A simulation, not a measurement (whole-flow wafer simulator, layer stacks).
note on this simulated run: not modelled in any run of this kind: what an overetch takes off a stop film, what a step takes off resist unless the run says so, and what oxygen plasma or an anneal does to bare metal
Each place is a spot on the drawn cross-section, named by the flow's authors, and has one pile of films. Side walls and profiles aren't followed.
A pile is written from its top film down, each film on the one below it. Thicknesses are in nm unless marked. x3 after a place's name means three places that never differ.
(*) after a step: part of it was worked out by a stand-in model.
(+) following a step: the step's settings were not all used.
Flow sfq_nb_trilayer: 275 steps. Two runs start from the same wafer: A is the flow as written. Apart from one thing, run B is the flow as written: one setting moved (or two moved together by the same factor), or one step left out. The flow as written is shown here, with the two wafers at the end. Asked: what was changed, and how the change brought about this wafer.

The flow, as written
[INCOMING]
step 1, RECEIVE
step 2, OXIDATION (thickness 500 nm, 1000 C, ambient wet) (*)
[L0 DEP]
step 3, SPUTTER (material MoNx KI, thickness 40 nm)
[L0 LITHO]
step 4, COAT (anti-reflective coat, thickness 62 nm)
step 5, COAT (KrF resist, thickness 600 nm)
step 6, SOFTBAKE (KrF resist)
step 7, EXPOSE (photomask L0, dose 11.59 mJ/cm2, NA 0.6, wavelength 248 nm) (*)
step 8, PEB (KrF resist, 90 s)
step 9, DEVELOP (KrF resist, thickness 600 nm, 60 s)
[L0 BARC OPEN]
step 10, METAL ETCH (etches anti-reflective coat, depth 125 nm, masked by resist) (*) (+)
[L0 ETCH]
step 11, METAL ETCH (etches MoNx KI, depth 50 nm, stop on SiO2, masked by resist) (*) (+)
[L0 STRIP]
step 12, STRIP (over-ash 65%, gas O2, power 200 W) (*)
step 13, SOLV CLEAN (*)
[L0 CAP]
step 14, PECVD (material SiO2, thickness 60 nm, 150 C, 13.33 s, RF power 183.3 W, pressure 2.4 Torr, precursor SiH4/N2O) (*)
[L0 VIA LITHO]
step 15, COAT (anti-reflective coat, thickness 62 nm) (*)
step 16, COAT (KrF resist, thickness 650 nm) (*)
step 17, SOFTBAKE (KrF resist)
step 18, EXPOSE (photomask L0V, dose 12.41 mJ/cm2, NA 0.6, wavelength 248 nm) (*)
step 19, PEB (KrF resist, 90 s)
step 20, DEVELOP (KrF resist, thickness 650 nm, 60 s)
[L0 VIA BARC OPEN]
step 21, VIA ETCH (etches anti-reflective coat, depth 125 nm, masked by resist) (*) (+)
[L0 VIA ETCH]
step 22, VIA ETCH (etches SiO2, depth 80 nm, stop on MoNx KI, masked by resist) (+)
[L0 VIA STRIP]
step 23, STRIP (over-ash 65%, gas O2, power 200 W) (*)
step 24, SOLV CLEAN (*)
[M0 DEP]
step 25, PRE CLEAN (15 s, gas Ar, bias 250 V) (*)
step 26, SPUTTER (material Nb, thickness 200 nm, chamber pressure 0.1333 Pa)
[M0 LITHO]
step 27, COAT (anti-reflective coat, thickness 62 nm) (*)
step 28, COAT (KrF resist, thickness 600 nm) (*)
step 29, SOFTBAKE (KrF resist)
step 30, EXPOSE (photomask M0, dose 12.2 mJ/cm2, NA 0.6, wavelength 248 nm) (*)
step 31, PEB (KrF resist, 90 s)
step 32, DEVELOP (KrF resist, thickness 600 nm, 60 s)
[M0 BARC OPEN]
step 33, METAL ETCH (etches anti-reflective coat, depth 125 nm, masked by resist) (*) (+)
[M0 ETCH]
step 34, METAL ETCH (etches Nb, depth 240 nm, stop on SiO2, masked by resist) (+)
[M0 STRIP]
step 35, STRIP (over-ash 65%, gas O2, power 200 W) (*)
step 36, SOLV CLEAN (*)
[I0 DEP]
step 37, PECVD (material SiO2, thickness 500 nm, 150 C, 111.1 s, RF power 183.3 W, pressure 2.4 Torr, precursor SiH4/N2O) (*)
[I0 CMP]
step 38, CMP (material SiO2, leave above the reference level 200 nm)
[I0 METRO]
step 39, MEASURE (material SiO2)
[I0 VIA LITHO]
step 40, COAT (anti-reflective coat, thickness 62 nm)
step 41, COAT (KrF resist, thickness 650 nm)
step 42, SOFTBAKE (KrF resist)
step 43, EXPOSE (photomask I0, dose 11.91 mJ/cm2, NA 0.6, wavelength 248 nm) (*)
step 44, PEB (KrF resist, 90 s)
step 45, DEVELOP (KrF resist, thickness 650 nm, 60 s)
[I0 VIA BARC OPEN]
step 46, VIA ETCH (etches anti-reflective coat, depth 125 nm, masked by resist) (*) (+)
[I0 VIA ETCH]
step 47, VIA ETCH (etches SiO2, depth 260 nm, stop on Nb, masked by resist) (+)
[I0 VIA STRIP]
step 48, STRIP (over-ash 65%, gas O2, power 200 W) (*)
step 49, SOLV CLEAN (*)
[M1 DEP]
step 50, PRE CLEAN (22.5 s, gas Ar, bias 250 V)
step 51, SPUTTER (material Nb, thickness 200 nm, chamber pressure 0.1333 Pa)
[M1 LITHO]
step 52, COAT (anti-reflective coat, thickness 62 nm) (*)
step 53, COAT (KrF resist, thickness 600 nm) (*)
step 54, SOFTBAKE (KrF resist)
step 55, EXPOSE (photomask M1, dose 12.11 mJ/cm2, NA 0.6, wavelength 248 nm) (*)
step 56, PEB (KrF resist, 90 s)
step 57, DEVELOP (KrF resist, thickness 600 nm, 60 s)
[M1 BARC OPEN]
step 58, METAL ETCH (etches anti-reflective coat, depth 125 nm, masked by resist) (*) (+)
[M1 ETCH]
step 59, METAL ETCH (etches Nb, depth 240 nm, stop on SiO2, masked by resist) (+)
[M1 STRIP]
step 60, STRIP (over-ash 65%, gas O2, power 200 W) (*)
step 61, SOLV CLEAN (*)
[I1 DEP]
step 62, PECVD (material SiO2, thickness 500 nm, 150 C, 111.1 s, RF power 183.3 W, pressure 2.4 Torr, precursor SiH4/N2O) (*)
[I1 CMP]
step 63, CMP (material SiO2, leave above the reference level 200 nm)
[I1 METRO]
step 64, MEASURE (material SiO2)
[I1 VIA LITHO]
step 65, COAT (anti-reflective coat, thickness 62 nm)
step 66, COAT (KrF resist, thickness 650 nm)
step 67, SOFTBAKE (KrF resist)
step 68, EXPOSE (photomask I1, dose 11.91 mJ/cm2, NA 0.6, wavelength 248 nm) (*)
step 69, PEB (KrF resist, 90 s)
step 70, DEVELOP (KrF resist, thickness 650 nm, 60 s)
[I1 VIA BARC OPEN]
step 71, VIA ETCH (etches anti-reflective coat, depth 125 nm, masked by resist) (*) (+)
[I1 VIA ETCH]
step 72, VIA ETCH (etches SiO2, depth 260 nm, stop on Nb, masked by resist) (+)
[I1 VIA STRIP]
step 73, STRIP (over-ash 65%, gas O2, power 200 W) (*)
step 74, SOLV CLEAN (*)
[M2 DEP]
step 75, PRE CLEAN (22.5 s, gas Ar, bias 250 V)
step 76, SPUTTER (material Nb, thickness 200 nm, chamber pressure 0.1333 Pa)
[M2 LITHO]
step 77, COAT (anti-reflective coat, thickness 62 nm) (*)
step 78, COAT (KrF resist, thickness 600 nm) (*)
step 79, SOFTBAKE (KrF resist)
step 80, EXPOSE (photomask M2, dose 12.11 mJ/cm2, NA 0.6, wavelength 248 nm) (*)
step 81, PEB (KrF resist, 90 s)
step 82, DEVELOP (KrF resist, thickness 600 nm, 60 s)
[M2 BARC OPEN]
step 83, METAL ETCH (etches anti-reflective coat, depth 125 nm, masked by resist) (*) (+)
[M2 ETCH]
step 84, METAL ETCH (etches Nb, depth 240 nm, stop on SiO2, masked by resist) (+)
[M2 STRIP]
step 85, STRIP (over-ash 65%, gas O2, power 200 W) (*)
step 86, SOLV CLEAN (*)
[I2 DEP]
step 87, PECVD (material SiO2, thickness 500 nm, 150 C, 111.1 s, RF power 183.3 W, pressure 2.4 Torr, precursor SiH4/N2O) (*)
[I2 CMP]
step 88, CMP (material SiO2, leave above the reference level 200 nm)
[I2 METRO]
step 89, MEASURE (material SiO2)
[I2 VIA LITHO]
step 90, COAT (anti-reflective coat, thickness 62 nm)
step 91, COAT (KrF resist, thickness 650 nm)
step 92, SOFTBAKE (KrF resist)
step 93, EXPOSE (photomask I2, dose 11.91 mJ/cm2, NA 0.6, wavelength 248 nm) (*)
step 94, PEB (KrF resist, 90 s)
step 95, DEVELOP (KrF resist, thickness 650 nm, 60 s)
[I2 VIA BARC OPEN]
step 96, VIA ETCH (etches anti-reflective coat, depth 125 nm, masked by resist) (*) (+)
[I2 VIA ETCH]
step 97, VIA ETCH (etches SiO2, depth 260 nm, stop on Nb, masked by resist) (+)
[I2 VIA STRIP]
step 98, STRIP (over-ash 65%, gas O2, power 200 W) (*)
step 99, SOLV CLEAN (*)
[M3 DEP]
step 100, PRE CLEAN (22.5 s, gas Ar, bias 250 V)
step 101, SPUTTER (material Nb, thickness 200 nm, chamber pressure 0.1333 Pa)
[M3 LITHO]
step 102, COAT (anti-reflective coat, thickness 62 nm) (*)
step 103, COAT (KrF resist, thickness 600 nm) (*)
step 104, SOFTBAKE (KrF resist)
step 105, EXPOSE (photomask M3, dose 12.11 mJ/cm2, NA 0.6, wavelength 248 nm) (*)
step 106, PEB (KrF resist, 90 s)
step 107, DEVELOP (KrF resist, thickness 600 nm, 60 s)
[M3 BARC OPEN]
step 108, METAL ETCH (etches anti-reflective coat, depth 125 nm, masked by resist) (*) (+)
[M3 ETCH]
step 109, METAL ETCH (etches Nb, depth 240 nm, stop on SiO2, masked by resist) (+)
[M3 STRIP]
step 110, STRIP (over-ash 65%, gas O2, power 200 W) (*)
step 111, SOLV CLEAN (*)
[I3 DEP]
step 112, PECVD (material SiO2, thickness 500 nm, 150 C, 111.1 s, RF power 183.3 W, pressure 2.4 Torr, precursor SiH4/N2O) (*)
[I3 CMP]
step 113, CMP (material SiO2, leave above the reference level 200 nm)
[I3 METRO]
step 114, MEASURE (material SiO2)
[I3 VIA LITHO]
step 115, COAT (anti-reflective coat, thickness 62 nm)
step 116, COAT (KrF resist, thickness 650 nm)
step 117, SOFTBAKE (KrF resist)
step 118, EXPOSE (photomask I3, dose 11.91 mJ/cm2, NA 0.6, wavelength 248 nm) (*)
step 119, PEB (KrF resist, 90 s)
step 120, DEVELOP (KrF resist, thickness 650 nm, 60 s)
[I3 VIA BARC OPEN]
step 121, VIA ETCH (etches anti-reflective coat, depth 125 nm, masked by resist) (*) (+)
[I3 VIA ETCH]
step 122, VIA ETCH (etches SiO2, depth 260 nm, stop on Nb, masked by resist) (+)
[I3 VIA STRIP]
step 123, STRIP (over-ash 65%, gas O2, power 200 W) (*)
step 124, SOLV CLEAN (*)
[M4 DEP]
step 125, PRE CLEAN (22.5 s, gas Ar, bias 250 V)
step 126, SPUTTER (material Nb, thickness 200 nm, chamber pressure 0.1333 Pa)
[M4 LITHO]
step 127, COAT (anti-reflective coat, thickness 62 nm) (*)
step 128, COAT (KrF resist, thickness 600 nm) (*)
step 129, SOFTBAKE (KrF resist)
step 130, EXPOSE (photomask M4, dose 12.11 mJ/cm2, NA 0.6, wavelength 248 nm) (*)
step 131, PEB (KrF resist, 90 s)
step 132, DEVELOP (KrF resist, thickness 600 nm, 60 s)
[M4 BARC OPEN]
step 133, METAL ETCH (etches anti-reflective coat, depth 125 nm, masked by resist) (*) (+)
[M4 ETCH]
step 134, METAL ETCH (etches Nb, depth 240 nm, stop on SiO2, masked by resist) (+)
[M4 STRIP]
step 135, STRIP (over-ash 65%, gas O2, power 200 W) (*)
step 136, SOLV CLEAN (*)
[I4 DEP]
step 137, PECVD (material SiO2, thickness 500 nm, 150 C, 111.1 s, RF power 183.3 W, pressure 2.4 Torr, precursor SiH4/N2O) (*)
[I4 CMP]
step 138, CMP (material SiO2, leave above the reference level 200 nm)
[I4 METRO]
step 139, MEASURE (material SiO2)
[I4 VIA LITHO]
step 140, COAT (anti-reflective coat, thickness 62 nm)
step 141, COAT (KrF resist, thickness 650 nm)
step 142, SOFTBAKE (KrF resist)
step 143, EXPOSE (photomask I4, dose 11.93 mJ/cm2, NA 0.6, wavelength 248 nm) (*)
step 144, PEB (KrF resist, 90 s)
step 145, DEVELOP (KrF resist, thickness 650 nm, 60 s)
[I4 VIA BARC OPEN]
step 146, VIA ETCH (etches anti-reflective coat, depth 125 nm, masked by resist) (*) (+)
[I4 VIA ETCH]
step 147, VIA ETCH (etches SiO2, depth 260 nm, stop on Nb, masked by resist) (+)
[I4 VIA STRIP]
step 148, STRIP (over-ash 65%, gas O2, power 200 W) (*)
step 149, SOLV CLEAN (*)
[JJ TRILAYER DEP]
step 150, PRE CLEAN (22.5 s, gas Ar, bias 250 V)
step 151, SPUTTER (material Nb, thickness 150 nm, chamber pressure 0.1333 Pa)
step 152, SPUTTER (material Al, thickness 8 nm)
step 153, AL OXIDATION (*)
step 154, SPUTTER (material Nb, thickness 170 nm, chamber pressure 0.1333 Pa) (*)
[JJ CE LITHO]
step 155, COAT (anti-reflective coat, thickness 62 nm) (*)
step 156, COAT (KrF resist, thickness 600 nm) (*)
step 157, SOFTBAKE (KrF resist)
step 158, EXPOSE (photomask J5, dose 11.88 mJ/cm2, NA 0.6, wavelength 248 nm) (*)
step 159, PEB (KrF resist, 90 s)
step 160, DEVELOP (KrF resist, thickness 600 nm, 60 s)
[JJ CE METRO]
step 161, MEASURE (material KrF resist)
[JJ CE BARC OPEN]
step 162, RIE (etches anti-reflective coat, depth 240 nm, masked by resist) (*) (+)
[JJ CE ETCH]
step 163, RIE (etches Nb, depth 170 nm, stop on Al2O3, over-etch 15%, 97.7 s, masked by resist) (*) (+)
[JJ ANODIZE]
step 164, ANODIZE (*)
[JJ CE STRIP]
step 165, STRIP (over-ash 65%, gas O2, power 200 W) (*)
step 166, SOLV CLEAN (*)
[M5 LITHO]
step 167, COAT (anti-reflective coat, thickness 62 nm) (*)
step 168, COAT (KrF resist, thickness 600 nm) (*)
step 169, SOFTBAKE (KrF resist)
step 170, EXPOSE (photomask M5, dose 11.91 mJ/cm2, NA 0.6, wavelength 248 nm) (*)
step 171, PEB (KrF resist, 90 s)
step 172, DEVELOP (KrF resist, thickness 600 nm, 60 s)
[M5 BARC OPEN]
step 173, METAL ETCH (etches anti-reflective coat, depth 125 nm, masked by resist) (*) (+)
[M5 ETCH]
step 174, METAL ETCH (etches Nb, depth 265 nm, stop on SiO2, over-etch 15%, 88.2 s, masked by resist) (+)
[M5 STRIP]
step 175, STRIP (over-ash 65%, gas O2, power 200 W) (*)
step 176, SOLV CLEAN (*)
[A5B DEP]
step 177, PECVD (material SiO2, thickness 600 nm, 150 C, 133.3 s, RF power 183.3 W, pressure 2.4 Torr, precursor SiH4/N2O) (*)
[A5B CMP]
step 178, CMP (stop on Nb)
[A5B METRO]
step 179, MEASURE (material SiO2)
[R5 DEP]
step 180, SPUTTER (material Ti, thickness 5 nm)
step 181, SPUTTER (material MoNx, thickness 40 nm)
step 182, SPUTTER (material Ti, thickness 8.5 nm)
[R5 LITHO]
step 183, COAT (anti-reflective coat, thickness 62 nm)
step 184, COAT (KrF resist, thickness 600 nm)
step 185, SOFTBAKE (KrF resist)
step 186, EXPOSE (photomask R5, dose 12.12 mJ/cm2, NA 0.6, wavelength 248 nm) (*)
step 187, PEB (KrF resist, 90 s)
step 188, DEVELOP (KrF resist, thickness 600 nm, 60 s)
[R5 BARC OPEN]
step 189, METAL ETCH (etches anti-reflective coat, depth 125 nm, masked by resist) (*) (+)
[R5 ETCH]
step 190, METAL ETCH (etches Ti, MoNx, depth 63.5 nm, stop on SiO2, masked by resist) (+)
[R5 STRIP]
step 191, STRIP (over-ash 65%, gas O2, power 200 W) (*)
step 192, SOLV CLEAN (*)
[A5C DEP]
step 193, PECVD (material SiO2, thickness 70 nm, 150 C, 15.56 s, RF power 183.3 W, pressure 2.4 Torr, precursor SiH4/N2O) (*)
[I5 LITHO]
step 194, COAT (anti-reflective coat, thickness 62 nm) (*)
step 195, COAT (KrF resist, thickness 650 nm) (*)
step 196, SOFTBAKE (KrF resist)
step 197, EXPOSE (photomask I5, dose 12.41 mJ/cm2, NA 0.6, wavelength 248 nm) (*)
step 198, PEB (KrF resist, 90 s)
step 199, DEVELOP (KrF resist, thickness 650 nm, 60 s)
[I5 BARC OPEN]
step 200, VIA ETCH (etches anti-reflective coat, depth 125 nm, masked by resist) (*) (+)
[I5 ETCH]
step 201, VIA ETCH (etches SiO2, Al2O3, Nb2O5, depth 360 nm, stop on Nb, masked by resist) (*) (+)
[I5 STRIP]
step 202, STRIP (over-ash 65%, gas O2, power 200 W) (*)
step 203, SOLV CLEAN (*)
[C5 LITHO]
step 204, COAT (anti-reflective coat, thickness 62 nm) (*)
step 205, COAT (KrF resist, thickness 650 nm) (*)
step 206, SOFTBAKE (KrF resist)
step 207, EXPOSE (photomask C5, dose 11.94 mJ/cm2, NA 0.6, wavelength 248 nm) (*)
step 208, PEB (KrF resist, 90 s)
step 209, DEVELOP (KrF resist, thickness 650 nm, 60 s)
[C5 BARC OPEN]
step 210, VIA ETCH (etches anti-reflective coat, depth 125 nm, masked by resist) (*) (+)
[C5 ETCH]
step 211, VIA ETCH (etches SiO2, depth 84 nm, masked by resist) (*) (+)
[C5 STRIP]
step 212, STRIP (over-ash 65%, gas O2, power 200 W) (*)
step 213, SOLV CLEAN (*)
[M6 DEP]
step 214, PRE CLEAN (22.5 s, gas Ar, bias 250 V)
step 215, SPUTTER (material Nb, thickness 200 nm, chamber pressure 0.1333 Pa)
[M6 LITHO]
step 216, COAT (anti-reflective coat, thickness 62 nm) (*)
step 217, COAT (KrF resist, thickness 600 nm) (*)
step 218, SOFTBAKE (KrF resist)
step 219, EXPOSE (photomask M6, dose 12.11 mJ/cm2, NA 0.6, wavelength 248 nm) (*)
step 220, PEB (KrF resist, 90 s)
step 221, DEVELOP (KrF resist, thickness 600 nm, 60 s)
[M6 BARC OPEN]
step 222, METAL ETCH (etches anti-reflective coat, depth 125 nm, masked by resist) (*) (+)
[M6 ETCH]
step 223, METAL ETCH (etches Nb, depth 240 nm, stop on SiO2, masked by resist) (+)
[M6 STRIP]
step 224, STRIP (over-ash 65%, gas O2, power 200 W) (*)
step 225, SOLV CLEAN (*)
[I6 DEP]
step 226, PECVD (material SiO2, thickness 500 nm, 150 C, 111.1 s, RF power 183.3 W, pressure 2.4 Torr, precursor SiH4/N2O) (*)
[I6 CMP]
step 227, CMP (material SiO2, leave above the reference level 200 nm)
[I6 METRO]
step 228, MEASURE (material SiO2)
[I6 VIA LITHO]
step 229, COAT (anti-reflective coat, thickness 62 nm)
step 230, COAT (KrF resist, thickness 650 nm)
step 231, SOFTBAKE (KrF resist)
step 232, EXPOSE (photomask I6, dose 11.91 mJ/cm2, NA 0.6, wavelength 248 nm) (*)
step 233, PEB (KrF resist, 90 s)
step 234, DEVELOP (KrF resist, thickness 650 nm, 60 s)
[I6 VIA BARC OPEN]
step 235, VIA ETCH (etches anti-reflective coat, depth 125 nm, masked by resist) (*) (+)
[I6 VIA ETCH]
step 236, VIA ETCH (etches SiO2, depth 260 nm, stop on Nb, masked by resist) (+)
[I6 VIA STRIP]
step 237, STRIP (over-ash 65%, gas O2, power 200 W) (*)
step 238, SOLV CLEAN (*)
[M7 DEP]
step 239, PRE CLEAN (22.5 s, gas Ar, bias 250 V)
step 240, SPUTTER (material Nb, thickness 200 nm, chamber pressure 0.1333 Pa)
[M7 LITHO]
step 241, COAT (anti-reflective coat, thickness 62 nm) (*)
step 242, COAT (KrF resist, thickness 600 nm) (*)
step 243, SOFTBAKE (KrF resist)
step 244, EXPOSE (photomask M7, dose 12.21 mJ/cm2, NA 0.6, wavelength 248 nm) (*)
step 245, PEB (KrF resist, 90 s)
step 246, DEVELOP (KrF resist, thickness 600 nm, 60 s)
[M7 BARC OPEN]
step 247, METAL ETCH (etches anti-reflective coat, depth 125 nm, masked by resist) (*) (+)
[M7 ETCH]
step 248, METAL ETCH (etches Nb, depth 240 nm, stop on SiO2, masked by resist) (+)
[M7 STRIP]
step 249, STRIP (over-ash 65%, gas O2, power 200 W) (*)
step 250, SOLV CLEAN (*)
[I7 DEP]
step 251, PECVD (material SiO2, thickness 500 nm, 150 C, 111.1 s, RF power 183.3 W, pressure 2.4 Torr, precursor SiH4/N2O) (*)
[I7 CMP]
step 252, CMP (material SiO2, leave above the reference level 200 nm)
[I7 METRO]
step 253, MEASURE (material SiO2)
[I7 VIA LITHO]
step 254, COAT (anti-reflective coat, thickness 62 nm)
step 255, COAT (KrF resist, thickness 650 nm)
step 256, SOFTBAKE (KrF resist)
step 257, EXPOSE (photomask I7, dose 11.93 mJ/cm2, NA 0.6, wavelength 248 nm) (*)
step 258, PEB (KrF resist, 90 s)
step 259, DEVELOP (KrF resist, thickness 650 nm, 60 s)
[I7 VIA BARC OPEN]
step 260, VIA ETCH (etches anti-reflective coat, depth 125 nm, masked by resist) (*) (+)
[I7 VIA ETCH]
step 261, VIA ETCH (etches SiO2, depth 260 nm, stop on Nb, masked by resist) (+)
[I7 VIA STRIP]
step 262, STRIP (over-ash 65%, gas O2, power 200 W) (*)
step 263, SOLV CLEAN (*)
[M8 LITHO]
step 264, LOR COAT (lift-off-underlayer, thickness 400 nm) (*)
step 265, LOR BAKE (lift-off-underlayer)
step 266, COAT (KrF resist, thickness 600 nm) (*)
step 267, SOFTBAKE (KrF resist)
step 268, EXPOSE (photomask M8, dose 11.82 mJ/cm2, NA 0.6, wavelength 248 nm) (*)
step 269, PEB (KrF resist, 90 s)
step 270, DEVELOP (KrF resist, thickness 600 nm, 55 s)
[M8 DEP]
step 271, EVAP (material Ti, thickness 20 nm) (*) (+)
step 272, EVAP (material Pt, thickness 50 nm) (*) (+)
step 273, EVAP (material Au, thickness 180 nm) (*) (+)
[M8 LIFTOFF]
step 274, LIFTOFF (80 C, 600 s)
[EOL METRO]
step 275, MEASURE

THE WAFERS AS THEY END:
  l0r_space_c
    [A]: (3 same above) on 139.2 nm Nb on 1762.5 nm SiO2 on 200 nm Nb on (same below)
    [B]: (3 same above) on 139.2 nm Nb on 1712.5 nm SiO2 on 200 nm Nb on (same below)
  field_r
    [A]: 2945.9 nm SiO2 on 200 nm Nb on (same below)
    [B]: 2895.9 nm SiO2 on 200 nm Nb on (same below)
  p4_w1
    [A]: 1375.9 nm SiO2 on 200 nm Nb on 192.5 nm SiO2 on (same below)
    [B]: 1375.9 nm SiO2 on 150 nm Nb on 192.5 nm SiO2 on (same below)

What caused this: step 126, SPUTTER: thickness 150 nm was run, whereas the flow has thickness 200 nm.
One can read it off the wafer: p4_w1 has Nb 150, and step 126 as written asks for 200 nm.

The path from the change to this, step by step:
  step 126, SPUTTER (material Nb, thickness 200 nm, chamber pressure 0.1333 Pa)
      field_l, v_sur, via_wl and 102 more: A Nb gains 200 (new film) | B Nb gains 150 (new film)
      via_v: A Nb gains 165.5 | B Nb gains 123.9
  step 127, COAT (anti-reflective coat, thickness 62 nm) (*)
      via_v: A anti-reflective coat gains 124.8 (new film) | B anti-reflective coat gains 122.3 (new film)
  step 134, METAL ETCH (etches Nb, depth 240 nm, stop on SiO2, masked by resist) (+)
      field_l, be, be_sur and 64 more: A Nb loses 200 (all of it) | B Nb loses 150 (all of it)
      v_sur, via_wl, via_w and 36 more: A KrF resist loses 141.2 | B KrF resist loses 132.4
  step 135, STRIP (over-ash 65%, gas O2, power 200 W) (*)
      p4_fl, p4_fm, p4_w1 and 26 more: A KrF resist loses 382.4 (all of it), anti-reflective coat loses 62 (all of it) | B KrF resist loses 391.2 (all of it), anti-reflective coat loses 62 (all of it)
      lsp_m, ln_m6: A KrF resist loses 381.9 (all of it), anti-reflective coat loses 61.8 (all of it) | B KrF resist loses 390.8 (all of it), anti-reflective coat loses 61.8 (all of it)
      (and at 8 other places as well)
  step 137, PECVD (material SiO2, thickness 500 nm, 150 C, 111.1 s, RF power 183.3 W, pressure 2.4 Torr, precursor SiH4/N2O) (*)
      p3_s0, p3_s1, p3_s2, p3_s3, p3_s4, p3_s5: A SiO2 gains 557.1 | B SiO2 gains 507.1
      via_v: A SiO2 gains 615 (new film) | B SiO2 gains 601.7 (new film)
  step 138, CMP (material SiO2, leave above the reference level 200 nm)
      field_l, be, be_sur and 55 more: A SiO2 loses 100 | B SiO2 loses 150
      lsp_r, l0_sur, l0v: A SiO2 loses 91.9 | B SiO2 loses 143.9
      (and at 1 other place as well)
